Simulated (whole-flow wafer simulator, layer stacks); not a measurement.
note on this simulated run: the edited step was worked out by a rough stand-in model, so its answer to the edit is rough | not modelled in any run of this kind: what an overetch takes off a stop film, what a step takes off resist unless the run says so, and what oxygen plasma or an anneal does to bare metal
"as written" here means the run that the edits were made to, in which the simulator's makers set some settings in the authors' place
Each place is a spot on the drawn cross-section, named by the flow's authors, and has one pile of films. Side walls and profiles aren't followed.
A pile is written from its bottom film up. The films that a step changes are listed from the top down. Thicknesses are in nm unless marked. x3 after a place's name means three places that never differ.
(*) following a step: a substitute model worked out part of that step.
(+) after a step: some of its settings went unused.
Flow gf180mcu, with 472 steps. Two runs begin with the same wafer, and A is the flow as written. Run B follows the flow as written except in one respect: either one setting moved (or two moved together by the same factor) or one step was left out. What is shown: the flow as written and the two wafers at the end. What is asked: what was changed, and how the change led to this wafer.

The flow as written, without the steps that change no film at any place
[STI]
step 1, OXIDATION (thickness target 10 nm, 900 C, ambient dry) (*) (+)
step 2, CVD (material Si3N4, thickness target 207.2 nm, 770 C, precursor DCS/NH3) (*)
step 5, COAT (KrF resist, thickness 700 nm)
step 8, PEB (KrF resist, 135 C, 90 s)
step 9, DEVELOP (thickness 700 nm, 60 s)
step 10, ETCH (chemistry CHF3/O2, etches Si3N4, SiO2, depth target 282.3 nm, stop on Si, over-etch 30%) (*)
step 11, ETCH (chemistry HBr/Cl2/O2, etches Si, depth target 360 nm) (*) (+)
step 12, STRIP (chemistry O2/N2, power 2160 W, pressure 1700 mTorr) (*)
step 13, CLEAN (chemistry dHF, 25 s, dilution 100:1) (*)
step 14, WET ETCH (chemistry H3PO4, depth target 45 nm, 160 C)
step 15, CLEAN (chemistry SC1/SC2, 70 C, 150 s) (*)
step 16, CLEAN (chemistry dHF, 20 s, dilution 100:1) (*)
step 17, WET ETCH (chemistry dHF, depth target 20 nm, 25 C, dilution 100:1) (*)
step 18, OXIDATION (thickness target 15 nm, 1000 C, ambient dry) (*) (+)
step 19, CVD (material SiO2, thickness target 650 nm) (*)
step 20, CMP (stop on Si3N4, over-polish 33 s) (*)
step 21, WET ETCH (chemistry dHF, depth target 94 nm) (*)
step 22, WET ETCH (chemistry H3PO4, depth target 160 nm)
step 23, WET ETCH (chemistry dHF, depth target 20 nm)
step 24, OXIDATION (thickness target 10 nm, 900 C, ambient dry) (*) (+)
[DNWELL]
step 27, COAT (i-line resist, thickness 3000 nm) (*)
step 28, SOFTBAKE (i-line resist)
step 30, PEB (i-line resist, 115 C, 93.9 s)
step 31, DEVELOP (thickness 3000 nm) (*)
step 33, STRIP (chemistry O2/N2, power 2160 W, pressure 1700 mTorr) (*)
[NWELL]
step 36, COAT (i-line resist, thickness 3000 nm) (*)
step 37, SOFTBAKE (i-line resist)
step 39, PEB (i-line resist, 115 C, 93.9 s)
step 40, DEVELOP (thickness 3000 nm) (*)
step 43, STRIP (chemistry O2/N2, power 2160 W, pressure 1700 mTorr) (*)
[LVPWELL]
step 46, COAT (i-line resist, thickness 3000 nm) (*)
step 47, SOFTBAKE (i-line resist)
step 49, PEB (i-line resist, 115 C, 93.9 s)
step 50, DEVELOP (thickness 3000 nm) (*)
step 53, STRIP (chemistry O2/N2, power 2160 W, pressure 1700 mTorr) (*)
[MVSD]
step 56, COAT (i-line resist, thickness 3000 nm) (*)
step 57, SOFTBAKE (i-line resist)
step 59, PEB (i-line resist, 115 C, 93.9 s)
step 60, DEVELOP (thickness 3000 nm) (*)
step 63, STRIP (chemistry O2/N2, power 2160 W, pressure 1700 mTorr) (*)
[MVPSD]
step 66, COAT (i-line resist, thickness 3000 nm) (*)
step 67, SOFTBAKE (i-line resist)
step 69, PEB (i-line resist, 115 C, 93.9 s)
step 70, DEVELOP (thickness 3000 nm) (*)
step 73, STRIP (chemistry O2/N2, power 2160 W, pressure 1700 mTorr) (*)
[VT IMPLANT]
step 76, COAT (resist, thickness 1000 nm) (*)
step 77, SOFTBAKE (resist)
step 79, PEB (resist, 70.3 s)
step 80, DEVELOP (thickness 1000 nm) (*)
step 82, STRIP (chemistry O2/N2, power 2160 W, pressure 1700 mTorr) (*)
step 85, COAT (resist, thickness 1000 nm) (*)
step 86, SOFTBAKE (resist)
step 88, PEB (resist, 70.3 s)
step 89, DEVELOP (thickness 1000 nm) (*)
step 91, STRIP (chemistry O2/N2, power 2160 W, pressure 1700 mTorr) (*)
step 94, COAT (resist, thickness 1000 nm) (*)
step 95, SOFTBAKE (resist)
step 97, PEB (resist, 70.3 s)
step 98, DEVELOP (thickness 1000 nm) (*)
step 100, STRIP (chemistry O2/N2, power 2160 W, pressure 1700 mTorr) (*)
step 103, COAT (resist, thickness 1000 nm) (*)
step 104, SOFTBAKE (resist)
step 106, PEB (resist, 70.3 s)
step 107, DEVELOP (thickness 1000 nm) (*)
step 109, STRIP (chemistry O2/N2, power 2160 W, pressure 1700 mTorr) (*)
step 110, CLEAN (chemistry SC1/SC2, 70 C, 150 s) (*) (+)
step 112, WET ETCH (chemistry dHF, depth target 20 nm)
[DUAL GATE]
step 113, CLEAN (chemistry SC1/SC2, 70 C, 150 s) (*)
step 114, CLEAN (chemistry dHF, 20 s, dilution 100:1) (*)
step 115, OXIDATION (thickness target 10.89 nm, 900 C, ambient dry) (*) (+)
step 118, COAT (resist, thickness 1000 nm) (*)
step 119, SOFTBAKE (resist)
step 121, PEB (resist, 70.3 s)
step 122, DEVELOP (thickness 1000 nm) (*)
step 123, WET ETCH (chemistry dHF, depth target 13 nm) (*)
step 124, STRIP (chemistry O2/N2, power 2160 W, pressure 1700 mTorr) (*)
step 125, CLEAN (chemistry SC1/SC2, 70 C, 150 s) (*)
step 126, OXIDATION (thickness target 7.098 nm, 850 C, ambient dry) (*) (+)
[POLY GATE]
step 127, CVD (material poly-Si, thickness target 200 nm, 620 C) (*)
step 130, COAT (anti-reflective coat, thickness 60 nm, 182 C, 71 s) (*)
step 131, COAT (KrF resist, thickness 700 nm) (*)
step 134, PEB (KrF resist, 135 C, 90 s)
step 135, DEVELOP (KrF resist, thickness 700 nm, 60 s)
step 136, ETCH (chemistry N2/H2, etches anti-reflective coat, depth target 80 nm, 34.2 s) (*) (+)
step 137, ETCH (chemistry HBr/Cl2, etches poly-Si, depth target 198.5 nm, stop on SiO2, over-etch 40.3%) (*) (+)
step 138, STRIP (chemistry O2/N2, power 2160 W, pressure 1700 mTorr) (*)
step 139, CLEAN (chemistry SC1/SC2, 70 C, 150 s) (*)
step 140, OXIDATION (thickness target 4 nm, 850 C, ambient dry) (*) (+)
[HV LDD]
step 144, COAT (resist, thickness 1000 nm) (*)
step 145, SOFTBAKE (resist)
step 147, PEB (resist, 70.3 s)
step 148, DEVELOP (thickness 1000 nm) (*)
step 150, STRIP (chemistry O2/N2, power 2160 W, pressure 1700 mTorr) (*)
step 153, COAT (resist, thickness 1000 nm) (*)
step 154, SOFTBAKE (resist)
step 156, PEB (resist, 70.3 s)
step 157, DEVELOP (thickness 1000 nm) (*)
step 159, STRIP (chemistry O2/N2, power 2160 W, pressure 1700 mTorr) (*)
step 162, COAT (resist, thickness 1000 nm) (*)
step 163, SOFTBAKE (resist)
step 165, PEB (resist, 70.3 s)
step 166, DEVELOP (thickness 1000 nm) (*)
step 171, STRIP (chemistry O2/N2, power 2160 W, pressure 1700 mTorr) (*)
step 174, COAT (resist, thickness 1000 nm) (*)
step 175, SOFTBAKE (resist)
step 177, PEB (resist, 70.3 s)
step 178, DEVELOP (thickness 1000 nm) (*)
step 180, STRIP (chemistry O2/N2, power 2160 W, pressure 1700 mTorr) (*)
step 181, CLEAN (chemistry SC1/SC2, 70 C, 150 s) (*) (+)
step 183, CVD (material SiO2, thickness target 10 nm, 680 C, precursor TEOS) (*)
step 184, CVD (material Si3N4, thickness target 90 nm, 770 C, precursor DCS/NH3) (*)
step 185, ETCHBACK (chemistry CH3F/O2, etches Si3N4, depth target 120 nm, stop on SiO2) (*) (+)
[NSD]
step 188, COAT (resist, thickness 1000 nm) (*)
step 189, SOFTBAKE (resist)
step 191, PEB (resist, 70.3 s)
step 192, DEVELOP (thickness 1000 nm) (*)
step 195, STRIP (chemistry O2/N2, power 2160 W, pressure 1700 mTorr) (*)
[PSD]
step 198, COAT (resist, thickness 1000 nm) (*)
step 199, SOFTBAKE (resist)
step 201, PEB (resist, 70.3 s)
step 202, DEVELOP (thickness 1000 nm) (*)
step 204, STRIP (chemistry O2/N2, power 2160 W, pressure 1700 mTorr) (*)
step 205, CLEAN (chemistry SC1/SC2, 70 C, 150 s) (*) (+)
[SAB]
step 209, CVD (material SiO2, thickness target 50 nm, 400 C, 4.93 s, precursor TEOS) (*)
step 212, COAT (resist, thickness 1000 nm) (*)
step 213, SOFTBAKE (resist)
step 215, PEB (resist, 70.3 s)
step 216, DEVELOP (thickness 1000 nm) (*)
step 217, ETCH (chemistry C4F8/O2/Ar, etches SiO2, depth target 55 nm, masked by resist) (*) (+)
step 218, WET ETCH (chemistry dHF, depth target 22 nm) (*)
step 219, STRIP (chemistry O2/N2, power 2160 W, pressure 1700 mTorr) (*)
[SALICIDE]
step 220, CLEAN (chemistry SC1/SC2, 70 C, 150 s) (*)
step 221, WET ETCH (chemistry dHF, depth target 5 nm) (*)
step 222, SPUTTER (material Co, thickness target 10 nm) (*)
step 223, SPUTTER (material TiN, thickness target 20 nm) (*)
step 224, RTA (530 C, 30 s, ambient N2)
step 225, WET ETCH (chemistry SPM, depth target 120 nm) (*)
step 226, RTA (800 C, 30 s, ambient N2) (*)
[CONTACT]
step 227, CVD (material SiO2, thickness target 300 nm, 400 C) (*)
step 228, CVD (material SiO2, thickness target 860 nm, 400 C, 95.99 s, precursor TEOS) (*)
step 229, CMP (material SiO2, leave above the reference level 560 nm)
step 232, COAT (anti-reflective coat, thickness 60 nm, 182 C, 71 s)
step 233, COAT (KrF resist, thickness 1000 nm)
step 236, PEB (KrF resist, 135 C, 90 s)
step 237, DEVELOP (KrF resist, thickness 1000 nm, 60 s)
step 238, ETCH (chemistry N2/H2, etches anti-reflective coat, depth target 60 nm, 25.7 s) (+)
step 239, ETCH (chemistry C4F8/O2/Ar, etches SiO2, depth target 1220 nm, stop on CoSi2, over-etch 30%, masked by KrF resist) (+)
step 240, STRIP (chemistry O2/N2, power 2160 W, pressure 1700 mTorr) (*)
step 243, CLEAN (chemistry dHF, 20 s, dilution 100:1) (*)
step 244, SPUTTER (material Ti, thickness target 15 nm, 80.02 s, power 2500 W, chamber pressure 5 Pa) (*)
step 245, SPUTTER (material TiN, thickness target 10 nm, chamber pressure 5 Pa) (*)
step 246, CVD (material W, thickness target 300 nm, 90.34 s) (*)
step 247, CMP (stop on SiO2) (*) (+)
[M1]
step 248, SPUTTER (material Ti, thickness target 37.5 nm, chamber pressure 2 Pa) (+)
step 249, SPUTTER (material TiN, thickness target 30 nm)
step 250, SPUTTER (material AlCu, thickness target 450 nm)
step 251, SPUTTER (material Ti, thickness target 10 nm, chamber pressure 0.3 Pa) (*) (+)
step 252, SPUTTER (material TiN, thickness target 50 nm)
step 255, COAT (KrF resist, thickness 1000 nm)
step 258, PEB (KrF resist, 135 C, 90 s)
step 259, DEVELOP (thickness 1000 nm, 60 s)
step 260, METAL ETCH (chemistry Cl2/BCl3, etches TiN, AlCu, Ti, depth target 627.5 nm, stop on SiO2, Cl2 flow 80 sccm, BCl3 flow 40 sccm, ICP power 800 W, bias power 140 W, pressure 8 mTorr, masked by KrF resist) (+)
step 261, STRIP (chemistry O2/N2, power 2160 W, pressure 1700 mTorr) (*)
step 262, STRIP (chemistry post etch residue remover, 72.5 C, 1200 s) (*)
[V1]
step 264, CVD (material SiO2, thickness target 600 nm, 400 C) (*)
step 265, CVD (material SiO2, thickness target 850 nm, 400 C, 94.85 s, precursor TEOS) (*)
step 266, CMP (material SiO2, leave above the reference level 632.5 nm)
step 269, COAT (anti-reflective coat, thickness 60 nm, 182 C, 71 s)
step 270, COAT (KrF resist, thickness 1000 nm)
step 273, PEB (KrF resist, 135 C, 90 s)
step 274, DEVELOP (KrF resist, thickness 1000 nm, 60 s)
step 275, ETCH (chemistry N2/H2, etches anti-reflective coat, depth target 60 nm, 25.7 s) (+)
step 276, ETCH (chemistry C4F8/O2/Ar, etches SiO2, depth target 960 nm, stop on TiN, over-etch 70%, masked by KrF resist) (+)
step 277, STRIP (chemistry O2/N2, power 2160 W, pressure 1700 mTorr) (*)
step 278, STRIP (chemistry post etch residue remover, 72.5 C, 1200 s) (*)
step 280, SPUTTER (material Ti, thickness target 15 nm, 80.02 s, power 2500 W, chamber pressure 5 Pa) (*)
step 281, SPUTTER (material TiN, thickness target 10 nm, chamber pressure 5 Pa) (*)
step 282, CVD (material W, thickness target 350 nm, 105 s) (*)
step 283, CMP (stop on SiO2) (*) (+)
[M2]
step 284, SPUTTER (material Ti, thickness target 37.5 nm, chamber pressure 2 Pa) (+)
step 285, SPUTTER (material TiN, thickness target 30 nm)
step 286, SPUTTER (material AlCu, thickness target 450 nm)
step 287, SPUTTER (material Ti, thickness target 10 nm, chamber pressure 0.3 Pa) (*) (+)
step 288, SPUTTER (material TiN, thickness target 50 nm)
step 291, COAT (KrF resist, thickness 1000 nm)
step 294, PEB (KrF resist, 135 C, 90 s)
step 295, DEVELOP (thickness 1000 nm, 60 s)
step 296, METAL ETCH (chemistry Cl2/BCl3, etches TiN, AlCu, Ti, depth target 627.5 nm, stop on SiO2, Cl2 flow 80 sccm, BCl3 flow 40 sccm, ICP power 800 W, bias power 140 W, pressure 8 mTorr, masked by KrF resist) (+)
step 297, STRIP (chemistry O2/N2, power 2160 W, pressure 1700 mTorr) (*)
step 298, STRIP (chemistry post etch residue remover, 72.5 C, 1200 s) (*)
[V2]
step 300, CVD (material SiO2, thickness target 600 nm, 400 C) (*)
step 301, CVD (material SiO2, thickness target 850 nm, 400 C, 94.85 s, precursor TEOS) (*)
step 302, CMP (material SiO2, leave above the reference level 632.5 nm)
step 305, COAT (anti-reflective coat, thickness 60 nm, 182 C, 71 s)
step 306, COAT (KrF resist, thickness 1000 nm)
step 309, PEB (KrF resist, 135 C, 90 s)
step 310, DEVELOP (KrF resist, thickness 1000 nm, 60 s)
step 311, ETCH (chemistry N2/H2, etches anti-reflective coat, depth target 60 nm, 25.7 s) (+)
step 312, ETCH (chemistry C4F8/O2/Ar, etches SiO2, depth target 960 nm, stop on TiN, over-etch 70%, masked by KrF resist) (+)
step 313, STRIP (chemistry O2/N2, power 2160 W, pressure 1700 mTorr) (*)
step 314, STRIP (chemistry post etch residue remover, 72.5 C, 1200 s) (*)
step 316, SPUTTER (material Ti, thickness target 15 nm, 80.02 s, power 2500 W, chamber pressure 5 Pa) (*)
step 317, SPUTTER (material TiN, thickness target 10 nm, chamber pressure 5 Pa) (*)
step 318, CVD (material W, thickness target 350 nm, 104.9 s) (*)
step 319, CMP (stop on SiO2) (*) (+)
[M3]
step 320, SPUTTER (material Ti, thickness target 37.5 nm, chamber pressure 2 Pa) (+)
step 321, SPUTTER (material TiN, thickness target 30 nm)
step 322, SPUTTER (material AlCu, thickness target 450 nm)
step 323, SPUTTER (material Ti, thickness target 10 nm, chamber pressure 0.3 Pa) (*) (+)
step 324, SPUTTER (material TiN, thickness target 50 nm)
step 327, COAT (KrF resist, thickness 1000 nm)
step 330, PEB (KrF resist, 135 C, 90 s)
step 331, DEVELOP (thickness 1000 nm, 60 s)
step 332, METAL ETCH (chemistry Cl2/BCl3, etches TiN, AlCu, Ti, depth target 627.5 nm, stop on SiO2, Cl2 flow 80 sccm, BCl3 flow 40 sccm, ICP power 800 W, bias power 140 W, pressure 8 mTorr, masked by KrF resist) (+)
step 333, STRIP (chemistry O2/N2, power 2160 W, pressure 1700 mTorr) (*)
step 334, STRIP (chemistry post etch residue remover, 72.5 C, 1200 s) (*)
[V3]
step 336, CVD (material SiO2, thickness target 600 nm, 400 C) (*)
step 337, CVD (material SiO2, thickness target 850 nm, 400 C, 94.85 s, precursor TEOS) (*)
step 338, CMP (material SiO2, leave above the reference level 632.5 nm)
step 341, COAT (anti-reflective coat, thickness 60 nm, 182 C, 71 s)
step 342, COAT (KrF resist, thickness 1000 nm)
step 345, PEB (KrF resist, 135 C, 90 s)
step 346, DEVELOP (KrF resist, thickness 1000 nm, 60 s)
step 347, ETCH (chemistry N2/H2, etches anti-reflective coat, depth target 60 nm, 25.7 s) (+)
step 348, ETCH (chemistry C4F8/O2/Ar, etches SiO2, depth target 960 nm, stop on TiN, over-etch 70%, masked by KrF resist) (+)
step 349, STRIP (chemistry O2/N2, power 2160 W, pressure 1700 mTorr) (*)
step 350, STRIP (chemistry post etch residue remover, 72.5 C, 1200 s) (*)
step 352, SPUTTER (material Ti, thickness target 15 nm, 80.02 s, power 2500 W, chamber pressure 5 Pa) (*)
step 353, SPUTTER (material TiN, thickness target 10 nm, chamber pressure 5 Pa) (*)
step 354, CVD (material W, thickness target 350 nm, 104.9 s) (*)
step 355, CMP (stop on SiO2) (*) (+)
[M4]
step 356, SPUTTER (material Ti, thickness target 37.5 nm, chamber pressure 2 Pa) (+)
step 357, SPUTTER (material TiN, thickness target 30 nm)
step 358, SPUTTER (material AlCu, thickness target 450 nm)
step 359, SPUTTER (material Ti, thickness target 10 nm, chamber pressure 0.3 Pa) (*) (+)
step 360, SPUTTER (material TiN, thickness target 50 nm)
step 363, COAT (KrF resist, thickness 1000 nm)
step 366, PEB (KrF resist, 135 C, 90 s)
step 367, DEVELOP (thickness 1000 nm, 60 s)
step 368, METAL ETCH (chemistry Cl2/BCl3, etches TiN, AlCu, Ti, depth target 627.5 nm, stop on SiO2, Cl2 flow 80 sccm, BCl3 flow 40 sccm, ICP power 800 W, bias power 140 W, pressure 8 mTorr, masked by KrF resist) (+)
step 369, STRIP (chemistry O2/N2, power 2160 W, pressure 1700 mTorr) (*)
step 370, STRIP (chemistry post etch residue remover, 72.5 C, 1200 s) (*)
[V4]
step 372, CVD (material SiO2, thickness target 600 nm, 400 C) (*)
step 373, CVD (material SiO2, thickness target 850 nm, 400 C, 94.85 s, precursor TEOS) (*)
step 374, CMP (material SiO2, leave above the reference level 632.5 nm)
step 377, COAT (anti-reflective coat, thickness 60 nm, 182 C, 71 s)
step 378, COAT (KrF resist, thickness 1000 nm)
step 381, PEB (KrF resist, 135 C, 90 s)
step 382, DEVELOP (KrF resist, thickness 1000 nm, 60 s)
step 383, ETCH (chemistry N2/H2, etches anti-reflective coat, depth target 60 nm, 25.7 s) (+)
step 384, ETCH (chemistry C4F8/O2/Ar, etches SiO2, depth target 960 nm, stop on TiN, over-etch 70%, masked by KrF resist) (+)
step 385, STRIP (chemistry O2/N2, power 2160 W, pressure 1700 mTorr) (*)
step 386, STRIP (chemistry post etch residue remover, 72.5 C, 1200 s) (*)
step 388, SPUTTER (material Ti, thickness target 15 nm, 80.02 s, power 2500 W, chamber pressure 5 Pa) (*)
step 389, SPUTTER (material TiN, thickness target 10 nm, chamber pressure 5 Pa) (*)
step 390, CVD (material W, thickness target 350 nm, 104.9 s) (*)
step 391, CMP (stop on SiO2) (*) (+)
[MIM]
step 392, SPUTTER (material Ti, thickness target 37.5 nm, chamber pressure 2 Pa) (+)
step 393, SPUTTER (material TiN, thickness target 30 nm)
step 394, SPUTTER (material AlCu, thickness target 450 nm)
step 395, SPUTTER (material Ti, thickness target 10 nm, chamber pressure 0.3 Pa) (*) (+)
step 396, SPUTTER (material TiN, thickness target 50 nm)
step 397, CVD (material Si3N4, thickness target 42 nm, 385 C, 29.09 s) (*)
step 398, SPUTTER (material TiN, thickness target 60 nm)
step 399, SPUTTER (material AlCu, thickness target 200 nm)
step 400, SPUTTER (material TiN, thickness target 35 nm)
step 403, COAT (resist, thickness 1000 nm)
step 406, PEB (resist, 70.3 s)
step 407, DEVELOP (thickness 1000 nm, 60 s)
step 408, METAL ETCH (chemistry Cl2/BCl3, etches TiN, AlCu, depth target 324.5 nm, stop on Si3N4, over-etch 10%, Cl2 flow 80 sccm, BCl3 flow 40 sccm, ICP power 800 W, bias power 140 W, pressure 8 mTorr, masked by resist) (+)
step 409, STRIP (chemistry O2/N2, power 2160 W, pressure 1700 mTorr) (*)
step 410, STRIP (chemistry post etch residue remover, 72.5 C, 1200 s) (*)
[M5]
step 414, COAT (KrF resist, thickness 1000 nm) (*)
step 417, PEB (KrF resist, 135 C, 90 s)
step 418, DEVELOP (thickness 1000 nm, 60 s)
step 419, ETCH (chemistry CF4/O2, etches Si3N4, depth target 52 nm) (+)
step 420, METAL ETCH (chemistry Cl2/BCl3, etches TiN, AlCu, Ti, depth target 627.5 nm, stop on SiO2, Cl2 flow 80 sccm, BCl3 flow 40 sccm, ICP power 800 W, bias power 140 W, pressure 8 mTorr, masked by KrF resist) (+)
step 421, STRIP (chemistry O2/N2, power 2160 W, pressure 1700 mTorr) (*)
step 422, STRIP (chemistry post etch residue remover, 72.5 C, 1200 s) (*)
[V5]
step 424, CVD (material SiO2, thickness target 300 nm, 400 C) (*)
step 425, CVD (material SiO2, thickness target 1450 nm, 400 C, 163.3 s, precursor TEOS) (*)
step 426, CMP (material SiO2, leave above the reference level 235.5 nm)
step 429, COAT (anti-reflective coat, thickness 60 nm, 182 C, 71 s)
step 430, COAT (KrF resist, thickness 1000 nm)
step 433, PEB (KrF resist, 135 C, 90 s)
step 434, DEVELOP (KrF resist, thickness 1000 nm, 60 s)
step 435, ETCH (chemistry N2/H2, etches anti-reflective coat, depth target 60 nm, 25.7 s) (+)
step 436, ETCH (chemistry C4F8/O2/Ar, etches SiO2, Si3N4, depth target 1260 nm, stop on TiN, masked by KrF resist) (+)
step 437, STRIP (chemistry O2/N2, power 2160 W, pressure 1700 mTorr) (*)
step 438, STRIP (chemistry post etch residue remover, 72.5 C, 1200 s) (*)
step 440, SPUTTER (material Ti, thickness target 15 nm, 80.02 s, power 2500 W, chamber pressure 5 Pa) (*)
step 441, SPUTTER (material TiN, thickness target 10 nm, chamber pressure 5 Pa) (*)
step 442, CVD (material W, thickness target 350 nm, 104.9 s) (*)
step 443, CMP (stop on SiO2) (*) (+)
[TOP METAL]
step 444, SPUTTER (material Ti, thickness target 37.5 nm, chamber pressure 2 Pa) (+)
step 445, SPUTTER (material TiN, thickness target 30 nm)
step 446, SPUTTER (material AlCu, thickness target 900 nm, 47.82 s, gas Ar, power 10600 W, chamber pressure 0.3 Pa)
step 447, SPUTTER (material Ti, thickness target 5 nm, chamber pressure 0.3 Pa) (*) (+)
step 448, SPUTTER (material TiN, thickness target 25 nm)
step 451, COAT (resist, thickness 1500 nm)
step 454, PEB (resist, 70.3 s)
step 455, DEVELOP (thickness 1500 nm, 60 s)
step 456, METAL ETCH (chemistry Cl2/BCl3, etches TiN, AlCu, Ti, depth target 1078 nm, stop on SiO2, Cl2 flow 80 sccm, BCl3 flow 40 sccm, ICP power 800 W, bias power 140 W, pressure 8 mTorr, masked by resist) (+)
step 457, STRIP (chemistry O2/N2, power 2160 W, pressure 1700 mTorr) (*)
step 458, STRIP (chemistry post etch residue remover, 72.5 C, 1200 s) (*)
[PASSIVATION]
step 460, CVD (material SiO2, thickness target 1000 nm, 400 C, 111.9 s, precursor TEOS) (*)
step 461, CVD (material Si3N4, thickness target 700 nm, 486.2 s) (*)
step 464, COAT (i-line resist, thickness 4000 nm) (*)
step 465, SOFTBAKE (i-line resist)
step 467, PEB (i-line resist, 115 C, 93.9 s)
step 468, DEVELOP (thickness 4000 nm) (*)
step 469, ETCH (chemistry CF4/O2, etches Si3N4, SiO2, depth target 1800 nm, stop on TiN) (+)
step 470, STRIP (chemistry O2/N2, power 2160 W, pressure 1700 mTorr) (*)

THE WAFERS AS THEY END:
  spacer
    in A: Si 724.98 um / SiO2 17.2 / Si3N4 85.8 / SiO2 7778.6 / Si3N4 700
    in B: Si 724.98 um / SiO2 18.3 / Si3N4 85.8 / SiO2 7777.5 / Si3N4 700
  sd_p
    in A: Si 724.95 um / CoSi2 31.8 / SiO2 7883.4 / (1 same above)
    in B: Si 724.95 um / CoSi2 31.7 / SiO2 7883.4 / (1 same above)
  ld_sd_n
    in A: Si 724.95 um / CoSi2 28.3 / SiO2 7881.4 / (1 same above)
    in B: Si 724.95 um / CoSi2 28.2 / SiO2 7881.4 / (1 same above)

The reason: step 183, CVD: thickness target 11.1 nm was run, whereas the flow has thickness target 10 nm.

Step by step, how the change led to this:
  step 183, CVD (material SiO2, thickness target 10 nm, 680 C, precursor TEOS) (*)
      field, field__w1, field__w2 and 99 more: A SiO2 gains 10 | B SiO2 gains 11.1
      ld_drift_p: A SiO2 gains 9.87 | B SiO2 gains 11
      (and at 1 other place as well)
  step 189, SOFTBAKE (resist)
      field__w9: A resist gains 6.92 | B resist loses 3.08
      nw_enc_fld_lv__w3: A resist gains 2.11 | B resist loses 1.6
  step 199, SOFTBAKE (resist)
      field__w9: A resist gains 6.92 | B resist loses 3.08
      nw_enc_fld_lv__w3: A resist gains 2.11 | B resist loses 1.6
  step 218, WET ETCH (chemistry dHF, depth target 22 nm) (*)
      gate, gate_hv, gate_p and 23 more: A SiO2 loses 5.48 (all of it) | B SiO2 loses 6.58 (all of it)
      active, p_well, sd_n, iso_ptap_pw, iso_ntap_nw, iso_ptap_sub, vpnp_e: A SiO2 loses 9.01 (all of it) | B SiO2 loses 10.1 (all of it)
      (and at 16 other places as well)
